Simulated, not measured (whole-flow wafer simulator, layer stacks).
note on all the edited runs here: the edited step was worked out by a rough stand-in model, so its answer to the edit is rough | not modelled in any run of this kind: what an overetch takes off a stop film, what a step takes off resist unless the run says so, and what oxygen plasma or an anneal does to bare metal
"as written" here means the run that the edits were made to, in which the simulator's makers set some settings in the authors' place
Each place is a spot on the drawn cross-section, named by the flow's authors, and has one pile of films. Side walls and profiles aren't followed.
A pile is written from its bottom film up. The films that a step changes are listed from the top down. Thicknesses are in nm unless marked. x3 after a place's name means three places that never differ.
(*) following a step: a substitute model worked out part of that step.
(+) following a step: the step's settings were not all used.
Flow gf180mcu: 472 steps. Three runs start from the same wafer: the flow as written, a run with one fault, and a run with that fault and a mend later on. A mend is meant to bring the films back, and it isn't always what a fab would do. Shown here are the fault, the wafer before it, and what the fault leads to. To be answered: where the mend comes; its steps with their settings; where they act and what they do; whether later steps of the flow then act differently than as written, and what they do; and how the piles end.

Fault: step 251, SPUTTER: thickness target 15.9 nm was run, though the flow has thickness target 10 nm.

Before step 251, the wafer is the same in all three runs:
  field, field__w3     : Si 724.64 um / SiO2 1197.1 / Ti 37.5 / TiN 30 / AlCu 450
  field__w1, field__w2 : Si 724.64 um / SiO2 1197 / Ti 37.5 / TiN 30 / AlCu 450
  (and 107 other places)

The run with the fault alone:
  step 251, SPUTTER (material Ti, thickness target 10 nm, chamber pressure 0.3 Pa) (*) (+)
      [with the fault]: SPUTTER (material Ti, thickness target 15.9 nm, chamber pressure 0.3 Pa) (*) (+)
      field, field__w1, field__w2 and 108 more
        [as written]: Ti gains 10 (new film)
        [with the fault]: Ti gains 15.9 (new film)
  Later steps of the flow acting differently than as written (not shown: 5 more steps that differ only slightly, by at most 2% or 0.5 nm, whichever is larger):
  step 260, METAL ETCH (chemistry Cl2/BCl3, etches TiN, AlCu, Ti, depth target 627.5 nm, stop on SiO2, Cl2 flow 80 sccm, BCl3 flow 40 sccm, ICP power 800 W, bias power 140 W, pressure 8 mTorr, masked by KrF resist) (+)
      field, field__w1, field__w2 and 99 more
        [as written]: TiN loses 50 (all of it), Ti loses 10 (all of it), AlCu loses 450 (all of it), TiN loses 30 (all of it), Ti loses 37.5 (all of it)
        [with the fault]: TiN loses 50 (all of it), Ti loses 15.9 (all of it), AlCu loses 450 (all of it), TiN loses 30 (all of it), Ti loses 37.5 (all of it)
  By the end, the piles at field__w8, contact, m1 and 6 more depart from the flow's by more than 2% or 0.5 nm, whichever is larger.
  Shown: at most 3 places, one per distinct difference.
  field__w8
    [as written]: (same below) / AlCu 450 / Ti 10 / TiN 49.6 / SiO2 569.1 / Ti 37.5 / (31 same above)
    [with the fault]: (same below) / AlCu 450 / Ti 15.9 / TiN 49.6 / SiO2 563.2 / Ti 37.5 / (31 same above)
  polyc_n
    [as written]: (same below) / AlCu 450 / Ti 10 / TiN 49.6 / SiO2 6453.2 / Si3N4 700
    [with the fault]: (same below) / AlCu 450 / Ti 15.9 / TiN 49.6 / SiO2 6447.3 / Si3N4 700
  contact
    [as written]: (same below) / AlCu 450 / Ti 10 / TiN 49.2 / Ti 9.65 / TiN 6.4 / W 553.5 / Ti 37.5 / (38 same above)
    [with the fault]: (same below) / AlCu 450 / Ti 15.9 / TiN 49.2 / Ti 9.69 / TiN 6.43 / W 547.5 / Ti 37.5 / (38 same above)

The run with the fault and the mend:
  After step 251 comes the mend.
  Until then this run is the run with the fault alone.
  step 251a, METAL ETCH (chemistry Cl2/BCl3, etches TiN, AlCu, Ti, depth target 5.9 nm, Cl2 flow 80 sccm, BCl3 flow 40 sccm, ICP power 800 W, bias power 140 W, pressure 8 mTorr)
      field, field__w1, field__w2 and 108 more
        Ti loses 5.9
  Every later step of the flow that is run acts as written at every place that is followed.
  By the end, the piles equal the flow's at every place that both follow.
